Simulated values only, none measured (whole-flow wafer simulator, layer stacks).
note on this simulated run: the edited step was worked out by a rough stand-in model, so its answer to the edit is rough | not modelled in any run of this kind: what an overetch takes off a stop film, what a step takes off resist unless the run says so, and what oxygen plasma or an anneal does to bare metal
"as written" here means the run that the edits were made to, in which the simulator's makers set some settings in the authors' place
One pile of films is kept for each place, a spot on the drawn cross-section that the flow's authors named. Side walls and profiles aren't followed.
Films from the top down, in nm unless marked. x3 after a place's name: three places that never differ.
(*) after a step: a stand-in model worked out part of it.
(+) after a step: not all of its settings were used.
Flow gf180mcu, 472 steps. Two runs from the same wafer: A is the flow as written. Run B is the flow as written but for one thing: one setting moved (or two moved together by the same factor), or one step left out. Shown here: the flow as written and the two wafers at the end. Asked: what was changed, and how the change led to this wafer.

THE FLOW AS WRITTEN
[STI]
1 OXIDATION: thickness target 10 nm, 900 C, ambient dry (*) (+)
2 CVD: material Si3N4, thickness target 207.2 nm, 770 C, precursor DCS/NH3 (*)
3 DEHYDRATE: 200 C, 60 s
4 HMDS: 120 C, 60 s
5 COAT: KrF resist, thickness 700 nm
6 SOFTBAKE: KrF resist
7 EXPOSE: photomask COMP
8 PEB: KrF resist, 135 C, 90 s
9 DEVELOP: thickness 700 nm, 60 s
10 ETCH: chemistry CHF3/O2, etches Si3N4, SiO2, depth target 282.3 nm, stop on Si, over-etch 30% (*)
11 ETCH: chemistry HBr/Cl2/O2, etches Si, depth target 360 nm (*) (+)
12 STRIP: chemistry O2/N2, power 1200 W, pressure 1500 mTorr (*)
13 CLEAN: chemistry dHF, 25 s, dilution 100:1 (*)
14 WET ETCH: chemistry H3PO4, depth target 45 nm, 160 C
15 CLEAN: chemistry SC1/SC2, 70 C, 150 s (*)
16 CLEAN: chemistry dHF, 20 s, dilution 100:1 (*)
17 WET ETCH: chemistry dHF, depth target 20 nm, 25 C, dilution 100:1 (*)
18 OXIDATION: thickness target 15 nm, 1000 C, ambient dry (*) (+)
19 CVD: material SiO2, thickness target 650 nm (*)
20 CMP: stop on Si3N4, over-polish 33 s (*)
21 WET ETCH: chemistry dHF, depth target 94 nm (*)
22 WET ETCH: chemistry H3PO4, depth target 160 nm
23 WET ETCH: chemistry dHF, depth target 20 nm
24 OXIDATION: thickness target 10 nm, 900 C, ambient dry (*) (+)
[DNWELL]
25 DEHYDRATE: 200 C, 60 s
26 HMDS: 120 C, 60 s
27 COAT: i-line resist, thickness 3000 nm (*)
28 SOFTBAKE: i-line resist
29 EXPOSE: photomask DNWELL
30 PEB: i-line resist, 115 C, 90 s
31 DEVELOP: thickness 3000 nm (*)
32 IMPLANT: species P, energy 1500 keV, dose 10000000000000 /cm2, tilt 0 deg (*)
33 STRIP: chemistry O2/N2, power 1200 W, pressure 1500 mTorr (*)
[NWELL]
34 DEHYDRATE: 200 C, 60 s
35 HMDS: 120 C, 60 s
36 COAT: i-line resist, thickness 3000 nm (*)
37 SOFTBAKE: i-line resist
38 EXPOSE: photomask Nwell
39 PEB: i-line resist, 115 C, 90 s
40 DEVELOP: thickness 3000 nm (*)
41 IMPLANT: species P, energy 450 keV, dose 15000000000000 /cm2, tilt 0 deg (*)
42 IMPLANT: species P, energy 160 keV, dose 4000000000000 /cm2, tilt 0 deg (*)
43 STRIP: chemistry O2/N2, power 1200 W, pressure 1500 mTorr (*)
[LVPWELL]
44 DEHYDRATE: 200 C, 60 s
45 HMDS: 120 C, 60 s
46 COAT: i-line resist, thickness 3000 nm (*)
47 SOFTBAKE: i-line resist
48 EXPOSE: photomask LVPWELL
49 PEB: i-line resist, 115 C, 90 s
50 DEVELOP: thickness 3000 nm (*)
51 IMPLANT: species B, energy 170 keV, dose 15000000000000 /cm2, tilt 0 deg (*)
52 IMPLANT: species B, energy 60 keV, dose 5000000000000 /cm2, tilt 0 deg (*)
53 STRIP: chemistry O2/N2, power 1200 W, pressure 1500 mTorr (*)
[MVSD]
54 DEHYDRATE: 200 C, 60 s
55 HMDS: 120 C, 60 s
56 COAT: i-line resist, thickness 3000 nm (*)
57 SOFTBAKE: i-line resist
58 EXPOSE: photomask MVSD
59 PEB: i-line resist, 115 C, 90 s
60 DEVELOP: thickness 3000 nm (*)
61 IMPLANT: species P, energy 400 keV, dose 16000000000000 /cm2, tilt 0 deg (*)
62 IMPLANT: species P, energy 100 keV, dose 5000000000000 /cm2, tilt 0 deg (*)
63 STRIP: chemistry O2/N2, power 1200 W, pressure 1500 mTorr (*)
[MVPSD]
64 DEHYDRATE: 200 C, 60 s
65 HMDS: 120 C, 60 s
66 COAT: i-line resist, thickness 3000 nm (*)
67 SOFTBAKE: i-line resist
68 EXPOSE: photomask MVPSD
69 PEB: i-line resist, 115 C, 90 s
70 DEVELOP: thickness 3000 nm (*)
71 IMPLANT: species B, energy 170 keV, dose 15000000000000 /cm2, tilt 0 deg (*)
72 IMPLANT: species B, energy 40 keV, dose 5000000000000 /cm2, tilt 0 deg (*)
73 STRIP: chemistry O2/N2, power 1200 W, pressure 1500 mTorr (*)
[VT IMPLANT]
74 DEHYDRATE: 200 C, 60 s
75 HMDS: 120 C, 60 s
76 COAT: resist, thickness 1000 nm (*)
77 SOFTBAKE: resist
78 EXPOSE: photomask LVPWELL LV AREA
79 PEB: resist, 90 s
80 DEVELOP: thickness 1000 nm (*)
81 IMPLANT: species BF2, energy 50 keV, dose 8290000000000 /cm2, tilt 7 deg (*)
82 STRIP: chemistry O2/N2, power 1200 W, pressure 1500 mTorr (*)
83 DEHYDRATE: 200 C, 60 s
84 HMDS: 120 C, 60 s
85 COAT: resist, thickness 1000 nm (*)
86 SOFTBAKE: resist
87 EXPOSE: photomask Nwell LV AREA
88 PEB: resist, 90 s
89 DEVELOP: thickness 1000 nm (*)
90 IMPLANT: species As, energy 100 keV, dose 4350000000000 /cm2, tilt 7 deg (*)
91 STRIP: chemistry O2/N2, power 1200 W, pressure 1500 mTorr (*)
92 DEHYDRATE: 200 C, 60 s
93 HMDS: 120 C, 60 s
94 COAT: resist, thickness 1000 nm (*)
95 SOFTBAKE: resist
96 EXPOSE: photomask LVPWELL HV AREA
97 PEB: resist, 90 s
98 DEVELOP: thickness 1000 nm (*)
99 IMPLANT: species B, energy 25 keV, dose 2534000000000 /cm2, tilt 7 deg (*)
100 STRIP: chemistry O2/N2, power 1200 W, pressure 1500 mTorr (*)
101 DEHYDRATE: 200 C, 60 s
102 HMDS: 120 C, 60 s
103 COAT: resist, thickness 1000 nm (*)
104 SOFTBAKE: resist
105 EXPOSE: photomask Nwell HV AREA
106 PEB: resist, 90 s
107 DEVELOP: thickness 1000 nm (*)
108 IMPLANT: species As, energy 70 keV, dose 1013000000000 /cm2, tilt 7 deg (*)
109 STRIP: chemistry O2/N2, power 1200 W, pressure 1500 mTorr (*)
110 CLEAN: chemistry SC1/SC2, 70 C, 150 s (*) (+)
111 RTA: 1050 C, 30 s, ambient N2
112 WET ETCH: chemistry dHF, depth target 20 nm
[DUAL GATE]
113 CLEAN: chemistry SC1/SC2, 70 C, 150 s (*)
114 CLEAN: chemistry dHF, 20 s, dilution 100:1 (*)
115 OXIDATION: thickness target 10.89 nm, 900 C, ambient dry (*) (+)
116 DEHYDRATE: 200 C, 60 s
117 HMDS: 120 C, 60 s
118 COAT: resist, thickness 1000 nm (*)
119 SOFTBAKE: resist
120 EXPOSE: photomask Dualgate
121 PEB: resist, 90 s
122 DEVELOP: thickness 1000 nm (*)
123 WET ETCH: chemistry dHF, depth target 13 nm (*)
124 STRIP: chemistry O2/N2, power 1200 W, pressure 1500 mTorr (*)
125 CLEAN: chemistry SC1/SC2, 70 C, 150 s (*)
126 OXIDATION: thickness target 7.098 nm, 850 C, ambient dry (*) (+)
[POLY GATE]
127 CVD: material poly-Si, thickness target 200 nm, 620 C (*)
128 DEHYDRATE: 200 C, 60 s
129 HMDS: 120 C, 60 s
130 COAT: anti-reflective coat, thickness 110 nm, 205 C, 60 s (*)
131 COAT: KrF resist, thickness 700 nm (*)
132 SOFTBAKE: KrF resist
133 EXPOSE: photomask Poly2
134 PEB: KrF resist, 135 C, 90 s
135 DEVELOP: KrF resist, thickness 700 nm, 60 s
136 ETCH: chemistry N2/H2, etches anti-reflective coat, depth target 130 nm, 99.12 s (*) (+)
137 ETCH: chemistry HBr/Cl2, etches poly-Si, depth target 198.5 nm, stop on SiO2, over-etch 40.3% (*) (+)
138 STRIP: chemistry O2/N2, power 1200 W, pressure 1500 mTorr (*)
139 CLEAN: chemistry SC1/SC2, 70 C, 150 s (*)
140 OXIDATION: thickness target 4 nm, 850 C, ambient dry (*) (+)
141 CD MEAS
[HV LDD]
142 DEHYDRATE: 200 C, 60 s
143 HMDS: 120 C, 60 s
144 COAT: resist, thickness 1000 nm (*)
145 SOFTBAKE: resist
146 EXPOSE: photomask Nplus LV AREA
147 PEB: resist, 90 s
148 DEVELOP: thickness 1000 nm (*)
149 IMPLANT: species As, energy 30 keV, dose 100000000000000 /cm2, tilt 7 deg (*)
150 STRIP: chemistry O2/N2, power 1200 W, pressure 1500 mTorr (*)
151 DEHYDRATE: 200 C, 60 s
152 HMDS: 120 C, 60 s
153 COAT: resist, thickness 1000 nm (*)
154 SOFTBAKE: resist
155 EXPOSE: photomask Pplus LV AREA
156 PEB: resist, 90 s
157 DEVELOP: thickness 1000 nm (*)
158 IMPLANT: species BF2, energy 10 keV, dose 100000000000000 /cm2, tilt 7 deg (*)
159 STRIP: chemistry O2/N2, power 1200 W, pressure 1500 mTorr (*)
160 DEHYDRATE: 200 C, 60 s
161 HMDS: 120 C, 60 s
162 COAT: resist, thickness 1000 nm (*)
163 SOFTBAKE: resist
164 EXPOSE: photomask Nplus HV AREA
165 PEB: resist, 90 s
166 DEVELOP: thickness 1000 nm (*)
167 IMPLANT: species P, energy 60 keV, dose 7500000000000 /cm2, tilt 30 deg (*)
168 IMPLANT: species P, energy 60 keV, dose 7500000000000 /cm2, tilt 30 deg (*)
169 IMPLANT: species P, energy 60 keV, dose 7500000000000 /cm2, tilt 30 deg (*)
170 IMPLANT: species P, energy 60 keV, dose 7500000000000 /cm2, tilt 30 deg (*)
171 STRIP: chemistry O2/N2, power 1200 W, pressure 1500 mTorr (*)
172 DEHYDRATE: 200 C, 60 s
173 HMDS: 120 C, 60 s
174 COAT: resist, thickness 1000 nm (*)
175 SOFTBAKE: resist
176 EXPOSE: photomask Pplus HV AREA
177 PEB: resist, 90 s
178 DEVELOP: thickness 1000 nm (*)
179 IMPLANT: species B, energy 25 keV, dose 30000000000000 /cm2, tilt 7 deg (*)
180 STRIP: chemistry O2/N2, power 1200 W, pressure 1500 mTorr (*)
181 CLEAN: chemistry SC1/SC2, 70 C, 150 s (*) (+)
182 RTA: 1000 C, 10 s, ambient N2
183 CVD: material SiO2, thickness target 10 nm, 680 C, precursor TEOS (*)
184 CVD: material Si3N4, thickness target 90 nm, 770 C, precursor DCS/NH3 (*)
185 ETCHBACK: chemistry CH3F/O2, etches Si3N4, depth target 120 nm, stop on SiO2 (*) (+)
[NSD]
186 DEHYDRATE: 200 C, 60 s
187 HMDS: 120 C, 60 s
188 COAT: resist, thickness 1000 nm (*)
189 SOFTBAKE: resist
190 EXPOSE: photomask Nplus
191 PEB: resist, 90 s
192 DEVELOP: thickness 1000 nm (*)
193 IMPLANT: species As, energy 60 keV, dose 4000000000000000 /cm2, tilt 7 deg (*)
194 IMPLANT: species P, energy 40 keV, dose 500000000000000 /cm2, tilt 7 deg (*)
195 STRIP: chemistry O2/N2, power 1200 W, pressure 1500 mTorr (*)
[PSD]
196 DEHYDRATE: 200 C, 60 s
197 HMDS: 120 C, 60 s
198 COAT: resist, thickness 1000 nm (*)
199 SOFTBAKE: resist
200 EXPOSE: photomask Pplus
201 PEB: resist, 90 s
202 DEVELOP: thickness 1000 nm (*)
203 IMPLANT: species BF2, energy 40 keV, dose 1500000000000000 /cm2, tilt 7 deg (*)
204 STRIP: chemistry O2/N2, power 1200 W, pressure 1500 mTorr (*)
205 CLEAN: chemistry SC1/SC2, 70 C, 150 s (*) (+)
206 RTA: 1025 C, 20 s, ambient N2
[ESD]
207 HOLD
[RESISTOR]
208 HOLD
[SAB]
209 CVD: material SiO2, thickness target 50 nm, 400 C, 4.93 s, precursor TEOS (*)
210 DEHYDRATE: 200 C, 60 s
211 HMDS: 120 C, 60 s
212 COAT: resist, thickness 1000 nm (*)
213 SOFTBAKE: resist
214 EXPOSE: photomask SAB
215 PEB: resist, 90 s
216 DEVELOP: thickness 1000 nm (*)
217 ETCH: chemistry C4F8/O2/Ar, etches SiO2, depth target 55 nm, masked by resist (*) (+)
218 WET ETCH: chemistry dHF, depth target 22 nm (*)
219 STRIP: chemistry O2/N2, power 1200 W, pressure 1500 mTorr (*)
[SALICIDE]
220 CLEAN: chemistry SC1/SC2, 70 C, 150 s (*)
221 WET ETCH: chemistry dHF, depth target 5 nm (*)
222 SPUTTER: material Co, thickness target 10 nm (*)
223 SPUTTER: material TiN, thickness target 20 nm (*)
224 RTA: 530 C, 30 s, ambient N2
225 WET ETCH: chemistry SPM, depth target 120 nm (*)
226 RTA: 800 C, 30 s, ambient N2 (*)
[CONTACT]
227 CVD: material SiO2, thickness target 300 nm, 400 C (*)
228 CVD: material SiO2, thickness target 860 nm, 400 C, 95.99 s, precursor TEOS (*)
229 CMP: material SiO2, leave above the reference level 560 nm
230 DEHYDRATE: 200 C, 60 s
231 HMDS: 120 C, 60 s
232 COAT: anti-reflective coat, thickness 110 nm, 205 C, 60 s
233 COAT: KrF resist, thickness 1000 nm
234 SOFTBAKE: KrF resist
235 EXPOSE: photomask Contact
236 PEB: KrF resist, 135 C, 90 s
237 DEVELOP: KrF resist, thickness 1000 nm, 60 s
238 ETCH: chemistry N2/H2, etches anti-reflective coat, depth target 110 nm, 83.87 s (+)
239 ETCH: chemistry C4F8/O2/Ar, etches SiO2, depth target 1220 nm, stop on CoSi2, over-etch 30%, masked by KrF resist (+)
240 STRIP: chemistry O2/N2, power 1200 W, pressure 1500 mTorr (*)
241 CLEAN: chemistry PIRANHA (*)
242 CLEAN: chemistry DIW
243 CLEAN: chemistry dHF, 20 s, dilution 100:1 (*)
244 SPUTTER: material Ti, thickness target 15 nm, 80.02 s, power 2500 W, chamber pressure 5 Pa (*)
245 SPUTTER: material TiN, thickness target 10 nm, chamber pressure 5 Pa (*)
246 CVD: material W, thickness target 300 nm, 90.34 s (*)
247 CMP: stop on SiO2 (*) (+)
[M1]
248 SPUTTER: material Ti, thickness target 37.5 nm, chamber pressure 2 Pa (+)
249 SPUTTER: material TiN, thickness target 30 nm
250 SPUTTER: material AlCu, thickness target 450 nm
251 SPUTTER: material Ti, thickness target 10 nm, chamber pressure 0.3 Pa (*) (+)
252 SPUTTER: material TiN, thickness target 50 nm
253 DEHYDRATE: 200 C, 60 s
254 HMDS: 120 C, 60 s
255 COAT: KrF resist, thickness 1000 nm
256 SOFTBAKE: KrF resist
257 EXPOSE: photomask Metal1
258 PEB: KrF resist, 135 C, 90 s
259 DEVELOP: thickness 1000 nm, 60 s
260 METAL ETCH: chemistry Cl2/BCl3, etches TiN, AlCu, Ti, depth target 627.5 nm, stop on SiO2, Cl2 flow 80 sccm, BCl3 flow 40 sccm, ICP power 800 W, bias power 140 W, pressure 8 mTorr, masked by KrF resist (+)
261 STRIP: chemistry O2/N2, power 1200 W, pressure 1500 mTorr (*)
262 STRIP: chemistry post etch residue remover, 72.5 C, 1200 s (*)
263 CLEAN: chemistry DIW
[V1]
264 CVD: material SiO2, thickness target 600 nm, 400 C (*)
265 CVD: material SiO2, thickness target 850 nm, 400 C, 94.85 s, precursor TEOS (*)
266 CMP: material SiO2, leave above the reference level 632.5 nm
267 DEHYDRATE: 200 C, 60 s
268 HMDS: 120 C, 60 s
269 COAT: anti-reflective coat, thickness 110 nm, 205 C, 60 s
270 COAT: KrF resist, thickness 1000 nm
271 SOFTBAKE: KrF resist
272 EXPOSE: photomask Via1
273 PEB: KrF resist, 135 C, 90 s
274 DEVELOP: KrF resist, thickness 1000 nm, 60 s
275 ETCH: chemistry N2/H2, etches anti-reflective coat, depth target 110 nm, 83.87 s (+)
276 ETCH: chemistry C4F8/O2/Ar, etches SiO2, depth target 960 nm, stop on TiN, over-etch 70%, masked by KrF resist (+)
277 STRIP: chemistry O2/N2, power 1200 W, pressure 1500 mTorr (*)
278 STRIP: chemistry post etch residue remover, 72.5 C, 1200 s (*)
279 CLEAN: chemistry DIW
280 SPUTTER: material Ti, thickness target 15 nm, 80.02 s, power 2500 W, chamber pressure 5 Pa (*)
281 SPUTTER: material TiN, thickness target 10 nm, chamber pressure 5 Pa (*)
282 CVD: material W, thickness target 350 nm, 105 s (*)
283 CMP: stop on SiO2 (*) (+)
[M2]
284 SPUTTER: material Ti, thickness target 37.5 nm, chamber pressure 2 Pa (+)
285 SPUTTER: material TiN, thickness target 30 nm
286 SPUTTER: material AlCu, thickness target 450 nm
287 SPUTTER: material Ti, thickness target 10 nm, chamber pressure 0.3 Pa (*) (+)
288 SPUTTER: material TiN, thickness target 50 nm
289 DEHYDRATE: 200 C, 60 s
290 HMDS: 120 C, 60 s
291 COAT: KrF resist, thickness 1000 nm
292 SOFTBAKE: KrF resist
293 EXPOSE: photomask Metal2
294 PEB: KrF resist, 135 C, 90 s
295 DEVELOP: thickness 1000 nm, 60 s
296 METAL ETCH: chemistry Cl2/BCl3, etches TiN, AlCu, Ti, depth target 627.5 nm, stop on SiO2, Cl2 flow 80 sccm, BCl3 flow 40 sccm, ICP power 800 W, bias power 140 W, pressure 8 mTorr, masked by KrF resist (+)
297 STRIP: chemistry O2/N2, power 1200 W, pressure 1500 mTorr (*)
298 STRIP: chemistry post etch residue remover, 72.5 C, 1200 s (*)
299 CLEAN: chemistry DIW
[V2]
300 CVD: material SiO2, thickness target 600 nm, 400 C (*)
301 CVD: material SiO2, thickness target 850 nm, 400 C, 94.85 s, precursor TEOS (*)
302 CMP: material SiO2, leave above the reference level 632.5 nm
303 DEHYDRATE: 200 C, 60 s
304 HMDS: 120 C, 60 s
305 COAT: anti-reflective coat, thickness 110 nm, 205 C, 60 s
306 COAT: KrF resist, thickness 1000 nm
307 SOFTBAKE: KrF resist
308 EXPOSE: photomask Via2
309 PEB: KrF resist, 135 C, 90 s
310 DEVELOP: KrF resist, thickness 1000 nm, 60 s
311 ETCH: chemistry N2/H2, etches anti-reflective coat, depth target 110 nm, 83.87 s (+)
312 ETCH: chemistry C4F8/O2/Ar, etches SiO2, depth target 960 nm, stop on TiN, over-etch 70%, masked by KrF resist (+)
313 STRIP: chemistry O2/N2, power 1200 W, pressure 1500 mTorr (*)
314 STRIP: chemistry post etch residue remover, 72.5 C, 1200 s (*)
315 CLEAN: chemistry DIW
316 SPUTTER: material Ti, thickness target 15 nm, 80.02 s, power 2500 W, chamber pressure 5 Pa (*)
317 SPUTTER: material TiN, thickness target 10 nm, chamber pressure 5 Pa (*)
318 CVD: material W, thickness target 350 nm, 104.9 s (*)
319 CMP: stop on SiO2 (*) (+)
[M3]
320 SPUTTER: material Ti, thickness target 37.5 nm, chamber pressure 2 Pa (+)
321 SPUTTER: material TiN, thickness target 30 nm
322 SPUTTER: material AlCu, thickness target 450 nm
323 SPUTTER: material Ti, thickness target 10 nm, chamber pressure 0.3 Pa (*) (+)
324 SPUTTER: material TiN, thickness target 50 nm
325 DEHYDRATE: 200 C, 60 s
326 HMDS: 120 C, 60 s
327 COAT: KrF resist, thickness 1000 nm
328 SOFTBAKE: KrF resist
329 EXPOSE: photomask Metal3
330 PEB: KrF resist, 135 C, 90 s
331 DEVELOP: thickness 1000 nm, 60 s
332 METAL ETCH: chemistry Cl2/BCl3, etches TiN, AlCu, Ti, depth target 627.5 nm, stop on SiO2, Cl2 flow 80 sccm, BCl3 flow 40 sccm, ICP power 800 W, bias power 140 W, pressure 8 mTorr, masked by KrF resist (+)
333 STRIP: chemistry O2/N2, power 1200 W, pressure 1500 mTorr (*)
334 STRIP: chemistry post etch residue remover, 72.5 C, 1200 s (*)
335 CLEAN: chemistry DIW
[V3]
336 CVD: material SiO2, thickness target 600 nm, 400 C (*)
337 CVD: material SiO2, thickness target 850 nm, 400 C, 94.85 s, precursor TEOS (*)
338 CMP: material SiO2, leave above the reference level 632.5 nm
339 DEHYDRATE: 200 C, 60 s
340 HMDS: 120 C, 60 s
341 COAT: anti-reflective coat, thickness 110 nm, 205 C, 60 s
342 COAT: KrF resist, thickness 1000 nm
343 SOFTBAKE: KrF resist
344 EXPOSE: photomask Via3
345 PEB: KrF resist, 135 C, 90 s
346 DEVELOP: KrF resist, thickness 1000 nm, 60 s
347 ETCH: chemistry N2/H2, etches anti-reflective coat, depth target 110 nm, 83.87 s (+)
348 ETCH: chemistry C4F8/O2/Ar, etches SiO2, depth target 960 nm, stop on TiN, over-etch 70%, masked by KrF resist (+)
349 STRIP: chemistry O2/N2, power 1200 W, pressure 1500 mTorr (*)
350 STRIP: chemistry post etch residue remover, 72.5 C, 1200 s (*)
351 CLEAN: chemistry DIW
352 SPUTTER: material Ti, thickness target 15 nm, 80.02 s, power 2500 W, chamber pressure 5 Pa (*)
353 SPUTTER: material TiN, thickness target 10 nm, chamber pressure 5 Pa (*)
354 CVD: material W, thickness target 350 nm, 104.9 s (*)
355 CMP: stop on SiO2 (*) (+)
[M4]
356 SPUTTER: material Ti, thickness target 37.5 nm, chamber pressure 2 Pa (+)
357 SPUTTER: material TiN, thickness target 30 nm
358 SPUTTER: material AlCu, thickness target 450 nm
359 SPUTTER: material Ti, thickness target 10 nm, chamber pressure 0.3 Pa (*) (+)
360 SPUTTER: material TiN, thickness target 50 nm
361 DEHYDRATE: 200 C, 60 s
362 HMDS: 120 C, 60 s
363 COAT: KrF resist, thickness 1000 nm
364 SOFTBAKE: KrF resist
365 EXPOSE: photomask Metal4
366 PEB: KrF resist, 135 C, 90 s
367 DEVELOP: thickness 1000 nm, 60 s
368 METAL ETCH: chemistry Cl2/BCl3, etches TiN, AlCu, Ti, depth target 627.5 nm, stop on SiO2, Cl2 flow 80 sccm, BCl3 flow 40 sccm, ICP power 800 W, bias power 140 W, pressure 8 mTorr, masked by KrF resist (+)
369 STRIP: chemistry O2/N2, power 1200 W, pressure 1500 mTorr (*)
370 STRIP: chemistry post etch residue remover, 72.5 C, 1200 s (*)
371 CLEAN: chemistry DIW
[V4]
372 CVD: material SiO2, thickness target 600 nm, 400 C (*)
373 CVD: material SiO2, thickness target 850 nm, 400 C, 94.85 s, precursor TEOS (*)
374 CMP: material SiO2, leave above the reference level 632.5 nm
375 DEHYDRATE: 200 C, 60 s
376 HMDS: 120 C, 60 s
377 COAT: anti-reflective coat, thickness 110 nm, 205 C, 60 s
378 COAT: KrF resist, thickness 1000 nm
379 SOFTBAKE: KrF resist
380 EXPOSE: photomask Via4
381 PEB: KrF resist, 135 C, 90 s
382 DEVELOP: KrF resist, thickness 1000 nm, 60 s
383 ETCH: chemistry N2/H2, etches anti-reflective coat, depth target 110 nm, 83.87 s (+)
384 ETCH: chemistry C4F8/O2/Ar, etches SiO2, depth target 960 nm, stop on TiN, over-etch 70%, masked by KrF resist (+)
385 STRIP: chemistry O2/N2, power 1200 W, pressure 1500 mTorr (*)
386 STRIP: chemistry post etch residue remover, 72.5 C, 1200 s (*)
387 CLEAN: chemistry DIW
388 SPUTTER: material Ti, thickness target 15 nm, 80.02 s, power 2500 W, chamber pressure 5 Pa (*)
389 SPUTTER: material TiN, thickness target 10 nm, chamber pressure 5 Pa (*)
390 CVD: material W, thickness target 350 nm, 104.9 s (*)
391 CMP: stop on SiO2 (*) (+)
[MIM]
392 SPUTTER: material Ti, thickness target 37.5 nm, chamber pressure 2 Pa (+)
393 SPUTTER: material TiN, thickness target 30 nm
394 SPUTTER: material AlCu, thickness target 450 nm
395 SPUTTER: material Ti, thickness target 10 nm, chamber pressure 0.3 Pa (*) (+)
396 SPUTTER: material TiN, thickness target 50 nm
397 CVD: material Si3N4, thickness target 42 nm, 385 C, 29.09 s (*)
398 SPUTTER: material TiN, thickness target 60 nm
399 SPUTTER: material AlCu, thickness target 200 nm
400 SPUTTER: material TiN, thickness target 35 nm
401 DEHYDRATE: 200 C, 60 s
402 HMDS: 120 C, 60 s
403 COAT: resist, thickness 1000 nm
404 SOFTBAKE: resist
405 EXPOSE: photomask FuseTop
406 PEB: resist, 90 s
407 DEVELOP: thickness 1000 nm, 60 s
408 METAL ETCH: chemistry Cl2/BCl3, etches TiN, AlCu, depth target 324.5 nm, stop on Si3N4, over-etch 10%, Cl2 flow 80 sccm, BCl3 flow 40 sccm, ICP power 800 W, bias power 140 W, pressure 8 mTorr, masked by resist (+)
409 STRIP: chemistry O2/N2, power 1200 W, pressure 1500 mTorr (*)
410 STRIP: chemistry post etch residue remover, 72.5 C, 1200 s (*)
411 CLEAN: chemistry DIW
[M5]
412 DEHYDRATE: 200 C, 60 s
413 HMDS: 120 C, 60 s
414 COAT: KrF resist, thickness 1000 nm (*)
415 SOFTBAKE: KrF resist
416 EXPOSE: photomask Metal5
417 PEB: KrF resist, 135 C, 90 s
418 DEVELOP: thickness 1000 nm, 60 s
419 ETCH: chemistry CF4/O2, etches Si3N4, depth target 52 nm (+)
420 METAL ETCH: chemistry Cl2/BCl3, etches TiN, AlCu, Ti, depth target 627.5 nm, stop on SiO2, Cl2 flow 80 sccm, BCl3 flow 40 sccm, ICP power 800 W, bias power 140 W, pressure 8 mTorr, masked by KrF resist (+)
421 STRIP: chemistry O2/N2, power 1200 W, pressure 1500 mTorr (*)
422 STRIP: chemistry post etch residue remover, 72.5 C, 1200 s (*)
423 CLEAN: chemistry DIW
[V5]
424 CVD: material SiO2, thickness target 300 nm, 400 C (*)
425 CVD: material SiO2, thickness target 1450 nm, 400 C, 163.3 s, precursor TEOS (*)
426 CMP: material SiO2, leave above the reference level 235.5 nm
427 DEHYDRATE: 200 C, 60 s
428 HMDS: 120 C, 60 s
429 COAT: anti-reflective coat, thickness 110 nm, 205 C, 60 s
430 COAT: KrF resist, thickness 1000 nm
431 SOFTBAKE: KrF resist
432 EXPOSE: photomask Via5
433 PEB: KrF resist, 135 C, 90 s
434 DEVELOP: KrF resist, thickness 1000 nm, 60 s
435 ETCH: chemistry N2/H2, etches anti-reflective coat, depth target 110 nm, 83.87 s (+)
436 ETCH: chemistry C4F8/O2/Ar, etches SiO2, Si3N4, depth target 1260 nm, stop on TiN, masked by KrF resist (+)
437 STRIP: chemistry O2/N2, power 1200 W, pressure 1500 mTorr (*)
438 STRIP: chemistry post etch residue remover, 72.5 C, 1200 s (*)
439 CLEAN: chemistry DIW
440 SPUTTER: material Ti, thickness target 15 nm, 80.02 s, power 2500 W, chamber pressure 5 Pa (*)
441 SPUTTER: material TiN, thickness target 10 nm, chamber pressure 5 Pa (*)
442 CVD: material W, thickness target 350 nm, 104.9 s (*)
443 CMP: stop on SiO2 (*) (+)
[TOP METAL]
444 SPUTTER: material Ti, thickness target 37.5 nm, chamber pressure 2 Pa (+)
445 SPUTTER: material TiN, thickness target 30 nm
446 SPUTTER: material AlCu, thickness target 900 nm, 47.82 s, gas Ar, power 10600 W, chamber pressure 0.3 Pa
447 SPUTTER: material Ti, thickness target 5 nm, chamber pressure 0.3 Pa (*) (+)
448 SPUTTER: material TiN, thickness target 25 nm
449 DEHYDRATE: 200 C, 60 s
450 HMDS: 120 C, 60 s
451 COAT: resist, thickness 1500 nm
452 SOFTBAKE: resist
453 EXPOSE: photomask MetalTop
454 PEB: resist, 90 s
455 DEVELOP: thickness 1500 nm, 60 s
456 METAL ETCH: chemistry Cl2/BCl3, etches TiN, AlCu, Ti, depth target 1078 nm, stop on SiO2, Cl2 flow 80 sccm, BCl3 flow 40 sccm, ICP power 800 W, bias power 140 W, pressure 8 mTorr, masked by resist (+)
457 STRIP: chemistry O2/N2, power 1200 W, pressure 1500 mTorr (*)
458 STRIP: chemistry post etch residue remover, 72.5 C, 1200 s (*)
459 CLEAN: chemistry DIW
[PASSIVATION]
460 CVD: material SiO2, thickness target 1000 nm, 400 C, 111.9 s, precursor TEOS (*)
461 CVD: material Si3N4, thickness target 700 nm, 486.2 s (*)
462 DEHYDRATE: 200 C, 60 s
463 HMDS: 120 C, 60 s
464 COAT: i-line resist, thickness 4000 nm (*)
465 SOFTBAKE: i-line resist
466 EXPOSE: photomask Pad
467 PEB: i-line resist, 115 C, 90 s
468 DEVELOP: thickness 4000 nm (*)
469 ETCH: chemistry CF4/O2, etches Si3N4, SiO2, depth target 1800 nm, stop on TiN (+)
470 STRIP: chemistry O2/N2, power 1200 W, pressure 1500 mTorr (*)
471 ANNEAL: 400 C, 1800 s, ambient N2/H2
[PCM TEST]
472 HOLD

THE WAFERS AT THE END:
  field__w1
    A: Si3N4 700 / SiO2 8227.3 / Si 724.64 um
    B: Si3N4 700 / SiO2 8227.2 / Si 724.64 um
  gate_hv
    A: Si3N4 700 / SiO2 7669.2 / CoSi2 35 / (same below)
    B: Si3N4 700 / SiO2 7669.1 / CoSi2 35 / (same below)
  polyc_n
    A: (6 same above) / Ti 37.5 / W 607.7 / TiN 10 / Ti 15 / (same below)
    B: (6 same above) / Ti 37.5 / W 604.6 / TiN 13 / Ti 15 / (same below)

The cause: step 245, SPUTTER: thickness target 13 nm was run, where the flow has thickness target 10 nm.
It can be read off the wafer: polyc_n has TiN 13, and step 245 as written asks for 10 nm.

How the change led to this, step by step:
  245 SPUTTER: material TiN, thickness target 10 nm, chamber pressure 5 Pa (*)
      field, field__w1, field__w2 and 107 more: A TiN +10 (new film) | B TiN +13 (new film)
      contact: A TiN +5.48 (new film) | B TiN +7.12 (new film)
  247 CMP: stop on SiO2 (*) (+)
      field, field__w1, field__w2 and 105 more: A W -300 (all of it), TiN -10 (all of it), Ti -15 (all of it), SiO2 -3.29 | B W -300 (all of it), TiN -13 (all of it), Ti -15 (all of it), SiO2 -3.32
